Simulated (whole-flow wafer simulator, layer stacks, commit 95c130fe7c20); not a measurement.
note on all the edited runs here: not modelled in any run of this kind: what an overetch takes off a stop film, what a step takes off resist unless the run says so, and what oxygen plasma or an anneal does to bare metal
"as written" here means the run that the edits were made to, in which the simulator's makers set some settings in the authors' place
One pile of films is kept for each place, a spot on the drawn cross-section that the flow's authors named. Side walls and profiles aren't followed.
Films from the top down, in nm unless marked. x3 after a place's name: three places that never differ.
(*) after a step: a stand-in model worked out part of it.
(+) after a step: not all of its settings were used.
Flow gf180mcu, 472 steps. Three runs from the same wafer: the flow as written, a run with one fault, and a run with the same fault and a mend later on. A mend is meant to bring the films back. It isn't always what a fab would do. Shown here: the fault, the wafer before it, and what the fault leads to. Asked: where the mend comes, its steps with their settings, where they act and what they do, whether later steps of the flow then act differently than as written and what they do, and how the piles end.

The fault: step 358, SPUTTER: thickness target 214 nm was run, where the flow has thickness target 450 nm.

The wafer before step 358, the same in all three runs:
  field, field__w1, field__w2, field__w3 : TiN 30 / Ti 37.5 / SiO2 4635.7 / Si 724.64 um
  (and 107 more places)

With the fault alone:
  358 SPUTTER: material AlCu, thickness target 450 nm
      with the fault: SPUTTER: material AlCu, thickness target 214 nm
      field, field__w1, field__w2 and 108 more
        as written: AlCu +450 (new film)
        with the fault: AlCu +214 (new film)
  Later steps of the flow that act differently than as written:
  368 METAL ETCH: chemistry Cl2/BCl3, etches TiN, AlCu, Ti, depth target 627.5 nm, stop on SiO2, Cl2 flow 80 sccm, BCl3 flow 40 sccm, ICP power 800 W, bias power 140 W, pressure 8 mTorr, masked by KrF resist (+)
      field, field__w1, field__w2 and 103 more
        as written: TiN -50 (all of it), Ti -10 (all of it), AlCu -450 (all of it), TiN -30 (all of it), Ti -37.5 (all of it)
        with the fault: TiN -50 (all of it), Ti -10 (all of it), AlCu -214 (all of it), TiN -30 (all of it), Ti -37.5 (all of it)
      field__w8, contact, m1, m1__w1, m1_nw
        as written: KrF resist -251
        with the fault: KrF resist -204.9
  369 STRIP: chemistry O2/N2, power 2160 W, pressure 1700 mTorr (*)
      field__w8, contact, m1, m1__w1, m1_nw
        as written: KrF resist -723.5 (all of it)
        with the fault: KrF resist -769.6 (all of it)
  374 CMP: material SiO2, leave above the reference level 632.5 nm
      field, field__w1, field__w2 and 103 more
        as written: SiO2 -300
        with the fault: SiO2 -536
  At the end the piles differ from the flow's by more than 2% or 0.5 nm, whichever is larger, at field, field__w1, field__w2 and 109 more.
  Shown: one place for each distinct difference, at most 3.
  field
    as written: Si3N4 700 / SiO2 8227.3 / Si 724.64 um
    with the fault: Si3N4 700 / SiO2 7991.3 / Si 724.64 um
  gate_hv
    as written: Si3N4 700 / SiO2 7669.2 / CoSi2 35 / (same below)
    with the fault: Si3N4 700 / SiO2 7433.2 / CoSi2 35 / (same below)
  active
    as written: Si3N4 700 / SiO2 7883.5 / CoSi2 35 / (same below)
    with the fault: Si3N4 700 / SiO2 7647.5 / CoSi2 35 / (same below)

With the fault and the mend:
  The mend comes after step 358.
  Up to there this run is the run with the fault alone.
  358a SPUTTER: material AlCu, thickness target 236 nm (the flow's step 358 once more, with other settings)
      field, field__w1, field__w2 and 108 more
        AlCu +236
  No later step of the flow acts differently than as written at any place that is followed.
  At the end the piles are the same as the flow's at every place that both follow.
